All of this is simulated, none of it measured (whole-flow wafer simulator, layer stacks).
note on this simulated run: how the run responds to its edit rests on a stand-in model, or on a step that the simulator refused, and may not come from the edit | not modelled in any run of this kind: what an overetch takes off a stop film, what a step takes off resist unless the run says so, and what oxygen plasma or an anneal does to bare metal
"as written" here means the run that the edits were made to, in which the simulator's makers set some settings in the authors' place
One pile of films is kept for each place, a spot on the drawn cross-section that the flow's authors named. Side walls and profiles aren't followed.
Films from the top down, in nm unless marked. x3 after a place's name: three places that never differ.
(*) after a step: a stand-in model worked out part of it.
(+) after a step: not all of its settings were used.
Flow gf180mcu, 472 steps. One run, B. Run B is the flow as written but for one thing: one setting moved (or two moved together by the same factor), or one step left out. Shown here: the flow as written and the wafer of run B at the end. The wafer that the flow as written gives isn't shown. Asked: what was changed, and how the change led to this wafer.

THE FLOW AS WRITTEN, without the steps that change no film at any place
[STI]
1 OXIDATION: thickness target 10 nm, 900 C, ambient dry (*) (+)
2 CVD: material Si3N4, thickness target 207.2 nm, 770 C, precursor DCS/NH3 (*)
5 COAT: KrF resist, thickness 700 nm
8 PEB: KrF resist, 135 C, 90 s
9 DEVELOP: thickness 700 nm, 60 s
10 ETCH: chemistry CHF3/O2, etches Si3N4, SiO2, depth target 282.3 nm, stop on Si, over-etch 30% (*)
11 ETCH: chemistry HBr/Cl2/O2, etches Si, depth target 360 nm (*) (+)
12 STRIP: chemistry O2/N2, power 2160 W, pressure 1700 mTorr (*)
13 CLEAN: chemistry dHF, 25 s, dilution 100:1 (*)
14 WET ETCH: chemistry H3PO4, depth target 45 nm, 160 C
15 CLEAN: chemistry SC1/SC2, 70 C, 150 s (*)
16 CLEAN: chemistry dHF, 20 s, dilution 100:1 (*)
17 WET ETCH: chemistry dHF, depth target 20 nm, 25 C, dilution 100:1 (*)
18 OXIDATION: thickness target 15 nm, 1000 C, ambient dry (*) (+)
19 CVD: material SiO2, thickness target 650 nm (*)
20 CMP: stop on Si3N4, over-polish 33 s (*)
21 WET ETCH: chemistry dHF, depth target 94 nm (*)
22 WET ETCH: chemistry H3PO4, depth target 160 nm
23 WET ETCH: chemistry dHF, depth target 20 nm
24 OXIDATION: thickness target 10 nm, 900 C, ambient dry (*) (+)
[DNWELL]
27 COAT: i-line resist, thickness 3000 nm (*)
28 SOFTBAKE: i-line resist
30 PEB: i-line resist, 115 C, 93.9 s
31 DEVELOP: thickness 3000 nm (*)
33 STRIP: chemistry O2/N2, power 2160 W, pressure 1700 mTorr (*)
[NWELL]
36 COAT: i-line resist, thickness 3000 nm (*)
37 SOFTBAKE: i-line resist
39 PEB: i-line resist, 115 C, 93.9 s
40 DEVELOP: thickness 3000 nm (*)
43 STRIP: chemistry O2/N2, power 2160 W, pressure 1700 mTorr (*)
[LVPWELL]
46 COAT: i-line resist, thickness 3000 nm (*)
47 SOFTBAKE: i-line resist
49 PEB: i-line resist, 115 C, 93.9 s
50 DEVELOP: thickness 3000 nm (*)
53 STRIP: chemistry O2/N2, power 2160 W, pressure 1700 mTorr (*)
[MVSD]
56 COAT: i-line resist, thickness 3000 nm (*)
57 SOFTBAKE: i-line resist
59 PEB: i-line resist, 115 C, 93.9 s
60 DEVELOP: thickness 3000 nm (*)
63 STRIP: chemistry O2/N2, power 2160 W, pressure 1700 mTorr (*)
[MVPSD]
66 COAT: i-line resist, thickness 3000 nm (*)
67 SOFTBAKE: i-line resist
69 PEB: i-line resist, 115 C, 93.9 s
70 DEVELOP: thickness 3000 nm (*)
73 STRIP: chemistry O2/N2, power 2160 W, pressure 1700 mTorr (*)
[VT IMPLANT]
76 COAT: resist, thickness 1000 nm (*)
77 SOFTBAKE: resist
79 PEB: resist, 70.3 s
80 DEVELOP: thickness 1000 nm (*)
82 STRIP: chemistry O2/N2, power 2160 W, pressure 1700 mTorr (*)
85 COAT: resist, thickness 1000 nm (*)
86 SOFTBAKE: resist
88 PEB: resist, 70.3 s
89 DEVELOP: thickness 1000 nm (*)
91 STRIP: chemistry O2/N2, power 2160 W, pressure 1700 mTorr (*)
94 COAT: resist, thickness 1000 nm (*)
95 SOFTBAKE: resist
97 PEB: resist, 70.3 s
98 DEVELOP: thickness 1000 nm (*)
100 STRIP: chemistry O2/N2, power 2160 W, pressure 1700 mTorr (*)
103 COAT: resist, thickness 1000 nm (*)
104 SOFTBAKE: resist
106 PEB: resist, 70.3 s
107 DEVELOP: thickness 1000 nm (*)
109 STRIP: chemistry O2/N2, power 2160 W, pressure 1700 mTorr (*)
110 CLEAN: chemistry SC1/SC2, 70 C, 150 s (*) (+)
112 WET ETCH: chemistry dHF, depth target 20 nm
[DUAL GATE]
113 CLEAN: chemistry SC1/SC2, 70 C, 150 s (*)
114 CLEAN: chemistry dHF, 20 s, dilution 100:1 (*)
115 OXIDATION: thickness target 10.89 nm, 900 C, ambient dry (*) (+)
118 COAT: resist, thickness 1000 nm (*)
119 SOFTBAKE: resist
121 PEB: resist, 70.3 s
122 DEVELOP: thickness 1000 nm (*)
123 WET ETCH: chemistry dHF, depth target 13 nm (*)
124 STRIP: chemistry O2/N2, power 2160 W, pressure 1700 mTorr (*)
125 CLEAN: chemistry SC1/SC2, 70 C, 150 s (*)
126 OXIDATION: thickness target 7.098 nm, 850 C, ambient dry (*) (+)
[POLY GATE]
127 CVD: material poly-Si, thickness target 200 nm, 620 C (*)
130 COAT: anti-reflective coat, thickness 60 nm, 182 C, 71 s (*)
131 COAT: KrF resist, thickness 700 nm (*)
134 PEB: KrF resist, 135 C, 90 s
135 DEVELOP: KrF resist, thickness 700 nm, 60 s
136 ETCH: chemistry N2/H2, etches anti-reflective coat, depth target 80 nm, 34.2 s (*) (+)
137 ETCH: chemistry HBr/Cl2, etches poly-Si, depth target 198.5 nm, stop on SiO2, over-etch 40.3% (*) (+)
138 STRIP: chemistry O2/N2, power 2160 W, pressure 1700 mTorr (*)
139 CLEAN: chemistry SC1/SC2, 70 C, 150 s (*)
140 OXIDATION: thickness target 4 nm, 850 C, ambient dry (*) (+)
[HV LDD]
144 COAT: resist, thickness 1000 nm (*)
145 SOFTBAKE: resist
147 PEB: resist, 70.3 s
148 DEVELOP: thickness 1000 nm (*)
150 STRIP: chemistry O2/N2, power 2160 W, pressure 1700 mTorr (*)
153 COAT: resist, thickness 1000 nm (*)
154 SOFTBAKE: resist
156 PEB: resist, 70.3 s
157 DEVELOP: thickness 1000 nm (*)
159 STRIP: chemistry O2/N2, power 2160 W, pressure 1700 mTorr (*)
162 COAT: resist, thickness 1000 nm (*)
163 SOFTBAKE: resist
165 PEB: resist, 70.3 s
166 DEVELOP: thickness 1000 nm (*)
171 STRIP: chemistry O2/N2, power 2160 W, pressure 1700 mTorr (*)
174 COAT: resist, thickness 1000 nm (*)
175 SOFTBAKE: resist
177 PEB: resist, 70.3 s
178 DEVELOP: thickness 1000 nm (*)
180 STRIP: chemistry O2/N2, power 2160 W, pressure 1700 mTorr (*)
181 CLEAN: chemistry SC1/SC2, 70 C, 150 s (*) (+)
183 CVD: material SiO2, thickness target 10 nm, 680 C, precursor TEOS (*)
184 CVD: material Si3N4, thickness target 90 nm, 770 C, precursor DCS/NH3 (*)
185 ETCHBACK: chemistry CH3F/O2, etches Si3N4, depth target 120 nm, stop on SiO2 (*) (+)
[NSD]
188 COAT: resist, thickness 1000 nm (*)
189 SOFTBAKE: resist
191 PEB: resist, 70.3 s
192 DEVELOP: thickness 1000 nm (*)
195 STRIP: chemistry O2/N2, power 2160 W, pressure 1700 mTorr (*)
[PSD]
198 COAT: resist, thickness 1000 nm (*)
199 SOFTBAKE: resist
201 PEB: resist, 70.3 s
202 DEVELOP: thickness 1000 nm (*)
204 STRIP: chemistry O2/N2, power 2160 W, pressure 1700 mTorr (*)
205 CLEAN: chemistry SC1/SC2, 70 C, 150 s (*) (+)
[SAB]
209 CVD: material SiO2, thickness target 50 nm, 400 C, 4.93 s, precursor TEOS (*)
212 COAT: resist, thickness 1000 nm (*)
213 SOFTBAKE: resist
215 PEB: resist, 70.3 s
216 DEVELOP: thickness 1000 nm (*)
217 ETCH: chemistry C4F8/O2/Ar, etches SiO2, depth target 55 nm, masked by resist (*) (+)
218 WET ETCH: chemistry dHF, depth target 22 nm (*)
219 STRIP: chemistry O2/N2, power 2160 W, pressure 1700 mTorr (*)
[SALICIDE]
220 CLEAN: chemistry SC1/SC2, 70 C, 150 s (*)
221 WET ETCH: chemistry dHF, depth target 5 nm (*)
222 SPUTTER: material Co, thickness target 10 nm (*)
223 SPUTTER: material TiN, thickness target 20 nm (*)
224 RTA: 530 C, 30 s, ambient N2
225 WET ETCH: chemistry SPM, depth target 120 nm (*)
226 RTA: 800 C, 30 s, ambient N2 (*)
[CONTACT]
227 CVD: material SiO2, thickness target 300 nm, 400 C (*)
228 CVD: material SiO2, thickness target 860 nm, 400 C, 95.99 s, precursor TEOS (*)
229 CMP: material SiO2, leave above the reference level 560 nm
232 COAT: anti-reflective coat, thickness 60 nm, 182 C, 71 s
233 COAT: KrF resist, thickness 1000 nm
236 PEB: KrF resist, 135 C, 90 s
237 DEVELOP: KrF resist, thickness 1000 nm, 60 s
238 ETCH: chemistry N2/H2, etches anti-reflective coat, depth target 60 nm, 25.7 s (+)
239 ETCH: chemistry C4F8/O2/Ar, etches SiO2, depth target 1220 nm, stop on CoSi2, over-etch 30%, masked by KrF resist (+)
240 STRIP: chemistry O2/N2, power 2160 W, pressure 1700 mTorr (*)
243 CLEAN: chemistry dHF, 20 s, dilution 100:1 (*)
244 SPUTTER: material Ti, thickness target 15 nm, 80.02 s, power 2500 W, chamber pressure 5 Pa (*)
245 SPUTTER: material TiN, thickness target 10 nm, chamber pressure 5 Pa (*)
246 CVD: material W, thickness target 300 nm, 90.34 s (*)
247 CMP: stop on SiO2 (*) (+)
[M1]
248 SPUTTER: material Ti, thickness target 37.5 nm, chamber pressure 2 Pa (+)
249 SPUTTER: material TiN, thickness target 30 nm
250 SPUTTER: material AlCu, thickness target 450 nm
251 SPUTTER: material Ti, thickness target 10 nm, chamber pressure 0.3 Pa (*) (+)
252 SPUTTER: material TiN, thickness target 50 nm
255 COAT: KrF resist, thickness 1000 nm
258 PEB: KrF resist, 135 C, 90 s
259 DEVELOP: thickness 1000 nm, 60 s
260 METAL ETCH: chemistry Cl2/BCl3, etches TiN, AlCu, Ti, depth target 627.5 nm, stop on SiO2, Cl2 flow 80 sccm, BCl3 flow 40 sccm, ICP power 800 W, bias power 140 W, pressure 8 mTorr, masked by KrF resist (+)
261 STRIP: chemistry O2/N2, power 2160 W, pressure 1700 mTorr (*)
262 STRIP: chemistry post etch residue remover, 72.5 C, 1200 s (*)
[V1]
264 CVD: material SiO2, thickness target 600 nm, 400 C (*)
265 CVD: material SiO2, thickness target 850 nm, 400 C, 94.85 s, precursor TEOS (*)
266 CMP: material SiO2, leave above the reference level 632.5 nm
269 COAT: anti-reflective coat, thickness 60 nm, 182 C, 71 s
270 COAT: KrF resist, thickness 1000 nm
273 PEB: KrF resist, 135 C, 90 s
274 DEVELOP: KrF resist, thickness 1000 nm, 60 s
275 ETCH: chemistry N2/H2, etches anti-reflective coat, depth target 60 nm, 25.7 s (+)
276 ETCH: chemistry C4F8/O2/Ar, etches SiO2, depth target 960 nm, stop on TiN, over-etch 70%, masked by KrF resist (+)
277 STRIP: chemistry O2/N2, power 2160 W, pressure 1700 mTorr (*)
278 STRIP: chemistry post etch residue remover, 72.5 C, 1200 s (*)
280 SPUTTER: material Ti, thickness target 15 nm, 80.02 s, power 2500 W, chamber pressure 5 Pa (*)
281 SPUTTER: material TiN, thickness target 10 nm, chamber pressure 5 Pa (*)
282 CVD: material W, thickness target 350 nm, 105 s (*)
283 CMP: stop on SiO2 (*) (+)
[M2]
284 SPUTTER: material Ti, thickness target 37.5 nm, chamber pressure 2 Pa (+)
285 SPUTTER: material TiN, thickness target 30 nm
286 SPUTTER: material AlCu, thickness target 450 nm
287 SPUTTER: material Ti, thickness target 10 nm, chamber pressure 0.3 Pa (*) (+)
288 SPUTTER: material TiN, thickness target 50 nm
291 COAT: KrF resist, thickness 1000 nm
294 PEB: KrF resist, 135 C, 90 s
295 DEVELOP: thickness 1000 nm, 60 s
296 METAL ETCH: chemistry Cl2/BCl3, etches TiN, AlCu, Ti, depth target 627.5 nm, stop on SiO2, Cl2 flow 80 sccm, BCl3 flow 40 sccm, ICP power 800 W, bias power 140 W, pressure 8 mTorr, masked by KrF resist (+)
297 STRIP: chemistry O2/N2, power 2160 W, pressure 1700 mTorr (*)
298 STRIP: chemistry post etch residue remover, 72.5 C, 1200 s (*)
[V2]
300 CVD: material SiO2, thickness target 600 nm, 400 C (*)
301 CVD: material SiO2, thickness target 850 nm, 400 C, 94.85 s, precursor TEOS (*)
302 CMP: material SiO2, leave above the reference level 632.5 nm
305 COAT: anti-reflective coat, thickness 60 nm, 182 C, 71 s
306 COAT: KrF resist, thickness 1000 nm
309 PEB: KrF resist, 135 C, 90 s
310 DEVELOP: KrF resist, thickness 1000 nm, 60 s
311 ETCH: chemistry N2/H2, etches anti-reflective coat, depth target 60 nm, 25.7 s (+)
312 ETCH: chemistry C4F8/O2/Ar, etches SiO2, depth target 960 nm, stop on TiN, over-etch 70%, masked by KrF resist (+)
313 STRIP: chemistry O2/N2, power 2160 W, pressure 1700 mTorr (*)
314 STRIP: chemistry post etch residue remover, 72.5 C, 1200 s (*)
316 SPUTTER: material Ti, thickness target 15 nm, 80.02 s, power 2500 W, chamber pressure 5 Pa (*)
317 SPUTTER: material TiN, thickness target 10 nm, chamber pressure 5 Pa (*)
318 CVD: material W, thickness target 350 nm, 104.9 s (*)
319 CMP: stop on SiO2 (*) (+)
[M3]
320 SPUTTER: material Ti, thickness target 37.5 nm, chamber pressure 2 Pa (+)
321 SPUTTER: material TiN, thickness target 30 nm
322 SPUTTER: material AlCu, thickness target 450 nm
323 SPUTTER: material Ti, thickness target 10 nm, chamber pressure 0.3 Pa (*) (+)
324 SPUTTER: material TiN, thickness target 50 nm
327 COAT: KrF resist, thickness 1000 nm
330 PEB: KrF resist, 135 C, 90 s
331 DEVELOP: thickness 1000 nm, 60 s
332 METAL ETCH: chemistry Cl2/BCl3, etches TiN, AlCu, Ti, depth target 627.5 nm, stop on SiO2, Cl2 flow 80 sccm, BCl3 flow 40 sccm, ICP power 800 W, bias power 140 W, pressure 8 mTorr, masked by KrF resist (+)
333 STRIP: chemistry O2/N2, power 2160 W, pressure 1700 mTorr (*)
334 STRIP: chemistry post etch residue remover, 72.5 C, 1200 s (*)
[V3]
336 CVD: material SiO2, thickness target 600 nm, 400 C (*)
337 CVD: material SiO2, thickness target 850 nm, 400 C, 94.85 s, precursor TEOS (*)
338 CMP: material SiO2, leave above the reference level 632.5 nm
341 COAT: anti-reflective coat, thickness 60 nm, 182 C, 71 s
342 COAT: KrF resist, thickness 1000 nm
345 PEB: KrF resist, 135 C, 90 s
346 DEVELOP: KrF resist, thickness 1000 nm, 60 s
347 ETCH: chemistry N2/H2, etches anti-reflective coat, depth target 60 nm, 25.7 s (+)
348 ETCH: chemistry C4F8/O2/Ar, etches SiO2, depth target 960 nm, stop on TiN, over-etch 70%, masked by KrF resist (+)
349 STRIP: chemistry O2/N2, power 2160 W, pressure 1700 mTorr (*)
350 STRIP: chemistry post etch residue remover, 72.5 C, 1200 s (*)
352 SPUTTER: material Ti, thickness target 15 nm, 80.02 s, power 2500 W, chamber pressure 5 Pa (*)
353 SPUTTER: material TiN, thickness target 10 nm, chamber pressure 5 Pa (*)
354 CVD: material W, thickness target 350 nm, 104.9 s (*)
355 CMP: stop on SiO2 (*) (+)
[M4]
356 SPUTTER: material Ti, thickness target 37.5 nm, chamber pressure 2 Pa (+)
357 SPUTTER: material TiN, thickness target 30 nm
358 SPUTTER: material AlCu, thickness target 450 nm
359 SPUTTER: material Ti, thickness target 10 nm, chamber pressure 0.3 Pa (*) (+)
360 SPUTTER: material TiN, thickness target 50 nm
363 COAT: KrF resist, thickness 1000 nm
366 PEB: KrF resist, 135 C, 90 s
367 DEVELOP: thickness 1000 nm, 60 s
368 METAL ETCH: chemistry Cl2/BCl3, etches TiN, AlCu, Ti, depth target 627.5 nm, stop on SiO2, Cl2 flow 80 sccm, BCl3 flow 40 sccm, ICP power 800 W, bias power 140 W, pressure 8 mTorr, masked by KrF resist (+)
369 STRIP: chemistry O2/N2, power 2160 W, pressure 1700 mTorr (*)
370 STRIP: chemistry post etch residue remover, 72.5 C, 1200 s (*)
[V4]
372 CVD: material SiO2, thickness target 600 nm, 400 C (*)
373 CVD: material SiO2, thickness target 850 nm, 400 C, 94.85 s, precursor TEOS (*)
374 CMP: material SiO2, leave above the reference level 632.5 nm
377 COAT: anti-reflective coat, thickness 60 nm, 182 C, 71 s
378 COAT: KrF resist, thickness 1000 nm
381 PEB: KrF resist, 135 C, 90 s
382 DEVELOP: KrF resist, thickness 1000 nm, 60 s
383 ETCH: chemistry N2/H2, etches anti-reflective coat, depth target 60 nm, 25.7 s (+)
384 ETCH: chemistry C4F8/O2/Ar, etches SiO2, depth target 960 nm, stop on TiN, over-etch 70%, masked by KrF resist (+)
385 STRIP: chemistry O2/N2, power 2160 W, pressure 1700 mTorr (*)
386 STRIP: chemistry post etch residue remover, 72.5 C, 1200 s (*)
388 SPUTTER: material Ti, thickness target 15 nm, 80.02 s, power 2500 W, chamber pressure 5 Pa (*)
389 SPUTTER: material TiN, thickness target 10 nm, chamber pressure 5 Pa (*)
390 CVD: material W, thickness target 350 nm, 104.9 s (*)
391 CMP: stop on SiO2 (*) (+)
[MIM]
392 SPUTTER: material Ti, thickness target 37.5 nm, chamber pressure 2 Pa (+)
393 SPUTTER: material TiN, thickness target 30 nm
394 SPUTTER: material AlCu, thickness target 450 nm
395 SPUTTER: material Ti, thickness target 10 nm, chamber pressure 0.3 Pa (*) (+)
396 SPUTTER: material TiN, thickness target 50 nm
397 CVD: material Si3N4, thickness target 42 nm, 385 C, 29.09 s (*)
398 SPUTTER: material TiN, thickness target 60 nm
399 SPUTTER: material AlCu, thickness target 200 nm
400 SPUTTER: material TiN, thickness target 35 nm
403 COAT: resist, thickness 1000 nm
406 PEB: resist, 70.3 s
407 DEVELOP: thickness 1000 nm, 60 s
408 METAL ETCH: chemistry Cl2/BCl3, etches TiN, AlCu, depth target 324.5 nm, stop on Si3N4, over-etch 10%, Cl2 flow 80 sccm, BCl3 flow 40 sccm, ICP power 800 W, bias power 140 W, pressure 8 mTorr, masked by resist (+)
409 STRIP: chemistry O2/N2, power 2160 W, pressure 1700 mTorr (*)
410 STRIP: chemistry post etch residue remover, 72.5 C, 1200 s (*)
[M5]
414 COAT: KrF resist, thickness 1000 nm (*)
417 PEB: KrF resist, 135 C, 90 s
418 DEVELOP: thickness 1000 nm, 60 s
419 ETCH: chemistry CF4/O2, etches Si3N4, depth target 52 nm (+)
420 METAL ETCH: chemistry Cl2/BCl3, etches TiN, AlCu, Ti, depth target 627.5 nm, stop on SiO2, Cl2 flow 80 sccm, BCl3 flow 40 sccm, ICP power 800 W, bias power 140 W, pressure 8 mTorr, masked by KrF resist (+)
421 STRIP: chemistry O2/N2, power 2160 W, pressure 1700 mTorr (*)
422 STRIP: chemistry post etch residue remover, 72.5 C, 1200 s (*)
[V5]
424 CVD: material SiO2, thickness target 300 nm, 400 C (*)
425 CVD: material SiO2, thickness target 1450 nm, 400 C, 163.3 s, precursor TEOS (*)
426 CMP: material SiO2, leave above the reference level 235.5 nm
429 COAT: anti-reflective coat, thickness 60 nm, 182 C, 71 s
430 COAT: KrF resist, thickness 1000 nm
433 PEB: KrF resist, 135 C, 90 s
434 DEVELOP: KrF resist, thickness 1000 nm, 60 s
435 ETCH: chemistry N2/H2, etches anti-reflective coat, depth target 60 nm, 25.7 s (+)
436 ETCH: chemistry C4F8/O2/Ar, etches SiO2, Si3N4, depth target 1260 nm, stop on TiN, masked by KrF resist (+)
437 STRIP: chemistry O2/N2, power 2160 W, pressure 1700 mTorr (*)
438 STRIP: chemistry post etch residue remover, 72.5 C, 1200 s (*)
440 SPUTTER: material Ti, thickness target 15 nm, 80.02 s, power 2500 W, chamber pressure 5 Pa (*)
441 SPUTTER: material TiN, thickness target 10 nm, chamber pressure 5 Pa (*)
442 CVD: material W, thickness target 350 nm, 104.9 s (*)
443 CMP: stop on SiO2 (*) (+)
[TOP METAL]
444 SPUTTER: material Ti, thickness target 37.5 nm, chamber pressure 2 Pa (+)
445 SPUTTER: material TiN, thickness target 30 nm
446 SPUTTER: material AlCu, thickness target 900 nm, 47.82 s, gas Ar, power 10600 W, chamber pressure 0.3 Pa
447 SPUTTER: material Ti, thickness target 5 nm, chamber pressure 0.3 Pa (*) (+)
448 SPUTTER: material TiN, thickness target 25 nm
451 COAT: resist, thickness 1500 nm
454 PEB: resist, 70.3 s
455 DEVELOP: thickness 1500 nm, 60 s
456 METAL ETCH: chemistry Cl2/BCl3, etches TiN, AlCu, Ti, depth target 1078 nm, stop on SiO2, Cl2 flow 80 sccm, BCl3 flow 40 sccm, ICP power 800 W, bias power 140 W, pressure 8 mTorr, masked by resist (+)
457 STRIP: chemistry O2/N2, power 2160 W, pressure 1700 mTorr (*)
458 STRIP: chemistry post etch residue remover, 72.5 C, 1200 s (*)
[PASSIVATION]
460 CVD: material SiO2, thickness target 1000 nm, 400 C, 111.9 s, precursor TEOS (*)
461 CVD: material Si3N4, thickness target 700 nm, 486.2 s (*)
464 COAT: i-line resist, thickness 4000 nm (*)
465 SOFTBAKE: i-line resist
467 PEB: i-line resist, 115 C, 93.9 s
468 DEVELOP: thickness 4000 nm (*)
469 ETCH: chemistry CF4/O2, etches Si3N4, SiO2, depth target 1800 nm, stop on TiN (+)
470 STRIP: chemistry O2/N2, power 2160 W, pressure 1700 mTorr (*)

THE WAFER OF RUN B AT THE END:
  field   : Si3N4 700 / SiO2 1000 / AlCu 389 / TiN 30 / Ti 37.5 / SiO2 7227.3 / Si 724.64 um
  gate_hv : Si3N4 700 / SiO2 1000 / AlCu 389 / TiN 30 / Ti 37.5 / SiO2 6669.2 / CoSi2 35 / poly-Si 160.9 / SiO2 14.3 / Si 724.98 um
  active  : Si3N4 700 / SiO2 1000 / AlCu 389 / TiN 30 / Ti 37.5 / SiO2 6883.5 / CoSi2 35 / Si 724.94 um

The cause: step 446, SPUTTER: 76.03 s was run, where the flow has 47.82 s.

How the change led to this, step by step:
  446 SPUTTER: material AlCu, thickness target 900 nm, 47.82 s, gas Ar, power 10600 W, chamber pressure 0.3 Pa
      field, field__w1, field__w2 and 109 more: AlCu +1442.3 (new film) (as written it would be: AlCu +900 (new film))
  456 METAL ETCH: chemistry Cl2/BCl3, etches TiN, AlCu, Ti, depth target 1078 nm, stop on SiO2, Cl2 flow 80 sccm, BCl3 flow 40 sccm, ICP power 800 W, bias power 140 W, pressure 8 mTorr, masked by resist (+)
      field, field__w1, field__w2 and 103 more: TiN -25 (all of it), Ti -5 (all of it), AlCu -1047.5 (as written it would be: TiN -25 (all of it), Ti -5 (all of it), AlCu -900 (all of it), TiN -30 (all of it), Ti -37.5 (all of it))
  458 STRIP: chemistry post etch residue remover, 72.5 C, 1200 s (*)
      field, field__w1, field__w2 and 103 more: AlCu -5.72 (as written it would be: nothing)
  460 CVD: material SiO2, thickness target 1000 nm, 400 C, 111.9 s, precursor TEOS (*)
      field, field__w1, field__w2 and 103 more: SiO2 +1000 (new film) (as written it would be: SiO2 +1000)
  464 COAT: i-line resist, thickness 4000 nm (*)
      field__w8: i-line resist +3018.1 (new film) (as written it would be: i-line resist +3093.1 (new film))
      contact: i-line resist +3059.2 (new film) (as written it would be: i-line resist +3153.6 (new film))
      (and at 4 more places)
  465 SOFTBAKE: i-line resist
      ld_acc_p, ld_fp_p, ld_drift_p: i-line resist +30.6 (as written it would be: i-line resist +33.8)
      field__w1: i-line resist -16 (as written it would be: i-line resist -14.6)
      (and at 56 more places)
  467 PEB: i-line resist, 115 C, 93.9 s
      field__w8, m1__w1: i-line resist -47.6 (as written it would be: i-line resist -49.2)
      contact, m1: i-line resist -47.9 (as written it would be: i-line resist -49.6)
      (and at 2 more places)
  468 DEVELOP: thickness 4000 nm (*)
      pad: i-line resist -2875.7 (all of it) (as written it would be: i-line resist -2960.4 (all of it))
  470 STRIP: chemistry O2/N2, power 2160 W, pressure 1700 mTorr (*)
      field__w8: i-line resist -1694 (all of it) (as written it would be: i-line resist -1775.9 (all of it))
      contact: i-line resist -1709.2 (all of it) (as written it would be: i-line resist -1798.3 (all of it))
      (and at 3 more places)
Counting metal films that touch as one body, field has 1 body; the flow as written gives 0 bodies.
Counting metal films that touch as one body, gate_hv has 2 bodies (between them, from the top down: SiO2 6669.2); the flow as written gives 1 body.
Counting metal films that touch as one body, active has 2 bodies (between them, from the top down: SiO2 6883.5); the flow as written gives 1 body.
